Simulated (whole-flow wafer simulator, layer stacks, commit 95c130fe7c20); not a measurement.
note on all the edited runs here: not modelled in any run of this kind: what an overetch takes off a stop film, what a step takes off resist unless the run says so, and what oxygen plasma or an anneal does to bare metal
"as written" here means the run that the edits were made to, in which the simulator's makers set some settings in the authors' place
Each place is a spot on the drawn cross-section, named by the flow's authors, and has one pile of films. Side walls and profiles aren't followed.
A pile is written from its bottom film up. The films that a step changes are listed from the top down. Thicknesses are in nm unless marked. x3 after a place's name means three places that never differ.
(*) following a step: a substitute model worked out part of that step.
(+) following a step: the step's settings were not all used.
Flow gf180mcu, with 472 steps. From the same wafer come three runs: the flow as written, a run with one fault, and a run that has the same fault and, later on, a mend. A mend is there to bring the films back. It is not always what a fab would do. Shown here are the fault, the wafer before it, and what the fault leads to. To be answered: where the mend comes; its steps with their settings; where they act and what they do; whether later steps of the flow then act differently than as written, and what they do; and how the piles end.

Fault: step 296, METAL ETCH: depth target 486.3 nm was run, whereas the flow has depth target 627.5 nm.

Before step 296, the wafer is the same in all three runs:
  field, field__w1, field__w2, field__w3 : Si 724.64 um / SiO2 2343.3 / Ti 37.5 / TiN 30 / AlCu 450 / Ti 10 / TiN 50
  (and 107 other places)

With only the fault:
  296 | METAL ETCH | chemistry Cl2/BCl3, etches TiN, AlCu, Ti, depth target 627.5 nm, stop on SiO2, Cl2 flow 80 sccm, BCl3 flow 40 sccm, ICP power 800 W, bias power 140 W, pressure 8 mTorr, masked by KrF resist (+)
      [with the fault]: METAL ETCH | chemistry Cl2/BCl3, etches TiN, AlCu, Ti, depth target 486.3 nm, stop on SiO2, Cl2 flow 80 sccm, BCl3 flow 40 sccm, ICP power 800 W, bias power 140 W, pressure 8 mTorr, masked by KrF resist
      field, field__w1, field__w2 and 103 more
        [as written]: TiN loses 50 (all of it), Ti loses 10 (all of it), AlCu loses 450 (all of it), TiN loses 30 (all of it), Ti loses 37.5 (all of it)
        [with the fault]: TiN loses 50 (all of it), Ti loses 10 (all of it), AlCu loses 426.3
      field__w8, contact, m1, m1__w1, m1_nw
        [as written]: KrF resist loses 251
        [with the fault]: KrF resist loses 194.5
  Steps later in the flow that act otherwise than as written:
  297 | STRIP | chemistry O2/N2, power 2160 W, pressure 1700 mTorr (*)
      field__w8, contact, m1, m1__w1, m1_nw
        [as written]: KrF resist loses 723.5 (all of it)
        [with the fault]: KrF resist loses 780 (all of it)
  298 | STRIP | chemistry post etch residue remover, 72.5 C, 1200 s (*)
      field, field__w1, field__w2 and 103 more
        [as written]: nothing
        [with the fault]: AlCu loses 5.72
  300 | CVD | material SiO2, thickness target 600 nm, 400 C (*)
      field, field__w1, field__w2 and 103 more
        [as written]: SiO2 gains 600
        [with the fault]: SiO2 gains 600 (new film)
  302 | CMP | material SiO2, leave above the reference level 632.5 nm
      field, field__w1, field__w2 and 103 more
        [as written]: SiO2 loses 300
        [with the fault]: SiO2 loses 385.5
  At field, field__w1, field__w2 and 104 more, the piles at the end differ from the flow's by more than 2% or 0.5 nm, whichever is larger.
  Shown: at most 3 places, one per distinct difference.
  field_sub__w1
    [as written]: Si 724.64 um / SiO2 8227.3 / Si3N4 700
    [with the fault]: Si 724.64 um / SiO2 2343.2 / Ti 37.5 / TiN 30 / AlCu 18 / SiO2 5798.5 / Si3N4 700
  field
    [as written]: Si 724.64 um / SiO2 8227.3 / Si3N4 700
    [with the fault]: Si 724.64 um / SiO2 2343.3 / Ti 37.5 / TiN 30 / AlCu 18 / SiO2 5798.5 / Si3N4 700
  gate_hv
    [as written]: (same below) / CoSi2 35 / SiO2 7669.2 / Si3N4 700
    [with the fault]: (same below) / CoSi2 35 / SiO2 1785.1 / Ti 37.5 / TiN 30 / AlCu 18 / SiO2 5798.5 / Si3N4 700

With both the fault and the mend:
  After step 296 comes the mend.
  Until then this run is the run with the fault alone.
  296a | METAL ETCH | chemistry Cl2/BCl3, etches TiN, AlCu, Ti, depth target 141.2 nm, stop on SiO2, Cl2 flow 80 sccm, BCl3 flow 40 sccm, ICP power 800 W, bias power 140 W, pressure 8 mTorr, masked by KrF resist (+) (a further turn of the flow's step 296, with different settings)
      field, field__w1, field__w2 and 103 more
        AlCu loses 23.7 (all of it), TiN loses 30 (all of it), Ti loses 37.5 (all of it)
      field__w8, contact, m1, m1__w1, m1_nw
        KrF resist loses 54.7
  Every later step of the flow that is run acts as written, at every place that is followed, to within 2% or 0.5 nm, whichever is larger.
  At every place that both follow, the piles at the end match the flow's.
